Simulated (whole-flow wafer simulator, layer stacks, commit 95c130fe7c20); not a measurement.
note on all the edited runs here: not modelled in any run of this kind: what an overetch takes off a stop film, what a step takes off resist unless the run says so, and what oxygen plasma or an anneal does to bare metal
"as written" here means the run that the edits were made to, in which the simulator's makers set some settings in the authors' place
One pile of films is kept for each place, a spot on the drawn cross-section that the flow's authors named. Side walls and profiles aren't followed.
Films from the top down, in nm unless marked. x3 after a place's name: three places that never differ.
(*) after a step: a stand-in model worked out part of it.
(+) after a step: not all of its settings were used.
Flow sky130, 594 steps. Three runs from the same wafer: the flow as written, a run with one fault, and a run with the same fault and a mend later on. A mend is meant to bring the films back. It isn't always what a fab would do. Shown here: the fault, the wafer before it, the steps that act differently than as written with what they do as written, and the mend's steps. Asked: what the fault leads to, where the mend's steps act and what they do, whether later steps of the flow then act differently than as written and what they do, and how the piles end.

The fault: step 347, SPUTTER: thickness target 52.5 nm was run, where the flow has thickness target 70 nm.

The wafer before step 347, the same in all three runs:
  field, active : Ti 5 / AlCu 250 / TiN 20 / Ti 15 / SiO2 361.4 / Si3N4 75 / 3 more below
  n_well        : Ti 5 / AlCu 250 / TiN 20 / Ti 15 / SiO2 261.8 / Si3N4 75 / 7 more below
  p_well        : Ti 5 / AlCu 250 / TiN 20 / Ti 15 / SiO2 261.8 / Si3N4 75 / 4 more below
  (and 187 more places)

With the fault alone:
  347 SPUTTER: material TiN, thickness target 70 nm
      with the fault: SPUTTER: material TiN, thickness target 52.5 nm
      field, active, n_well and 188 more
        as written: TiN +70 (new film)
        with the fault: TiN +52.5 (new film)
  Later steps of the flow that act differently than as written (10 more steps differ only slightly, by at most 2% or 0.5 nm, whichever is larger, and aren't shown):
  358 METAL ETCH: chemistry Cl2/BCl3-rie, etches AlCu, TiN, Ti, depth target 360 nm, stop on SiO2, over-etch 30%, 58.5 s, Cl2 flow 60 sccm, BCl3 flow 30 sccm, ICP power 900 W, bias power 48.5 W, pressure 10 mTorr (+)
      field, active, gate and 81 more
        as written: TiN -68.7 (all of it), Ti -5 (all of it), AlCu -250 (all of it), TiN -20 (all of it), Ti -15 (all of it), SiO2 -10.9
        with the fault: TiN -51.2 (all of it), Ti -5 (all of it), AlCu -250 (all of it), TiN -20 (all of it), Ti -15 (all of it), SiO2 -12.7
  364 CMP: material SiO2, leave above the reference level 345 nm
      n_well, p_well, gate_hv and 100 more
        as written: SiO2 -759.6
        with the fault: SiO2 -742.1
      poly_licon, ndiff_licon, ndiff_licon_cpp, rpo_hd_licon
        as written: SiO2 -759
        with the fault: SiO2 -741.5
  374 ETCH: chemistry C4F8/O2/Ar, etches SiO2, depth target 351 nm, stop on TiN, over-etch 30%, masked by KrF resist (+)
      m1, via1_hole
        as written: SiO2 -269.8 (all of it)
        with the fault: SiO2 -287.3 (all of it)
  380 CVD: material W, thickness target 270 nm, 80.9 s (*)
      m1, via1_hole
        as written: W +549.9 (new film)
        with the fault: W +567.7 (new film)
  At the end the piles differ from the flow's by more than 2% or 0.5 nm, whichever is larger, at n_well, p_well, gate_hv and 104 more.
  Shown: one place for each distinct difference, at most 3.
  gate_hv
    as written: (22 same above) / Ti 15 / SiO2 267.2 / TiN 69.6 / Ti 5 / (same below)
    with the fault: (22 same above) / Ti 15 / SiO2 284.7 / TiN 52.1 / Ti 5 / (same below)
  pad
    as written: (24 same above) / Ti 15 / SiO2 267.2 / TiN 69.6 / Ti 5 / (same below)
    with the fault: (24 same above) / Ti 15 / SiO2 284.7 / TiN 52.1 / Ti 5 / (same below)
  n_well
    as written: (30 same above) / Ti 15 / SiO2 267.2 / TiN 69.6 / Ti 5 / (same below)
    with the fault: (30 same above) / Ti 15 / SiO2 284.7 / TiN 52.1 / Ti 5 / (same below)

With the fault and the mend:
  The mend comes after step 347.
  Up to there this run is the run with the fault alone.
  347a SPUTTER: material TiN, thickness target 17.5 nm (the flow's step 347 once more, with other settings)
      field, active, n_well and 188 more
        TiN +17.5
  No later step of the flow acts differently than as written, at any place that is followed, by more than 2% or 0.5 nm, whichever is larger.
  At the end the piles are the same as the flow's at every place that both follow.
